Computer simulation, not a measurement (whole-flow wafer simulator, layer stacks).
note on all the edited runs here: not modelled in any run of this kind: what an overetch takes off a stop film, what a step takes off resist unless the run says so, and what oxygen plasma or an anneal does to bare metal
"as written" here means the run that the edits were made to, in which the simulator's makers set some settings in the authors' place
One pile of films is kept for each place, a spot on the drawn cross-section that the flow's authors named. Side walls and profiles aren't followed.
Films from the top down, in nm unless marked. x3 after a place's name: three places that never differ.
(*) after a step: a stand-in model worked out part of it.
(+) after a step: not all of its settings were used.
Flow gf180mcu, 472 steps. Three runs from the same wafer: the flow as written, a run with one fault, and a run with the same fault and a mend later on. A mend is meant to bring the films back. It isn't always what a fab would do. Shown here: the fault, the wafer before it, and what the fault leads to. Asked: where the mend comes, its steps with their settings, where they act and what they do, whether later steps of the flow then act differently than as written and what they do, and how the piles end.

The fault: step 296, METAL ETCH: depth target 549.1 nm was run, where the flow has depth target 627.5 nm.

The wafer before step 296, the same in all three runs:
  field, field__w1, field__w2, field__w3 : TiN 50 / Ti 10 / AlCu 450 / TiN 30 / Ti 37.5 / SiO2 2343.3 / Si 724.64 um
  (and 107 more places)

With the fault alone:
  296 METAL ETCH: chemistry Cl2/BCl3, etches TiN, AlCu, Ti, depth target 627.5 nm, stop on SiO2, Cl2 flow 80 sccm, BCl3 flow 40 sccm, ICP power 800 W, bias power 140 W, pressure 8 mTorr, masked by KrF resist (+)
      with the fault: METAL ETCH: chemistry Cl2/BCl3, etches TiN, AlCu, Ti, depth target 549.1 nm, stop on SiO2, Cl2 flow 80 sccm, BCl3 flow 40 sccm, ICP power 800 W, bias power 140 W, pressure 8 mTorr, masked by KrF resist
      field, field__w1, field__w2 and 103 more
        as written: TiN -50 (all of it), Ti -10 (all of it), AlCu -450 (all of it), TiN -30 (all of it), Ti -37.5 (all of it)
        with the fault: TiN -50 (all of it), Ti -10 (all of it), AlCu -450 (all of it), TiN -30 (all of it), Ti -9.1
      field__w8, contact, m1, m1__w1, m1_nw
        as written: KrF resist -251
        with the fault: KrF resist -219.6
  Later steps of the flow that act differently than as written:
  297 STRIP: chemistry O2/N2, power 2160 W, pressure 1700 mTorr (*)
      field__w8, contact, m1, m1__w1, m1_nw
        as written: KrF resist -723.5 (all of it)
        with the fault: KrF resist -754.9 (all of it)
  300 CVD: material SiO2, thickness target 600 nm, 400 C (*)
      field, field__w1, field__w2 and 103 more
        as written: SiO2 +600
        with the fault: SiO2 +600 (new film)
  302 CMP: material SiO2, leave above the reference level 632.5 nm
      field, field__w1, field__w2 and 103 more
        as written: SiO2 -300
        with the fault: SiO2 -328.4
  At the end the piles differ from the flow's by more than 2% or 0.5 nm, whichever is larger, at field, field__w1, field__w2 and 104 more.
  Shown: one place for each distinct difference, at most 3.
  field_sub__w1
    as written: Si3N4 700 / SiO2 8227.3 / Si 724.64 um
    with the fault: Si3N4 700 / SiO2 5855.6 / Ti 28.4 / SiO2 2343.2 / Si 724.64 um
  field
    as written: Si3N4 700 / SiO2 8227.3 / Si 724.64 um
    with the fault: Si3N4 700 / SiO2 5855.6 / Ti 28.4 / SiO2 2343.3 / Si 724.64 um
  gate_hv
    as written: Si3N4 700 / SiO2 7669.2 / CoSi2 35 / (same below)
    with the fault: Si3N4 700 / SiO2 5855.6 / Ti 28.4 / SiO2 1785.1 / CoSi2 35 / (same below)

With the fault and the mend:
  The mend comes after step 296.
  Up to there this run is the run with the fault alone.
  296a METAL ETCH: chemistry Cl2/BCl3, etches TiN, AlCu, Ti, depth target 78.4 nm, stop on SiO2, Cl2 flow 80 sccm, BCl3 flow 40 sccm, ICP power 800 W, bias power 140 W, pressure 8 mTorr, masked by KrF resist (+) (the flow's step 296 once more, with other settings)
      field, field__w1, field__w2 and 103 more
        Ti -28.4 (all of it)
      field__w8, contact, m1, m1__w1, m1_nw
        KrF resist -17
  No later step of the flow acts differently than as written, at any place that is followed, by more than 2% or 0.5 nm, whichever is larger.
  At the end the piles are the same as the flow's at every place that both follow.
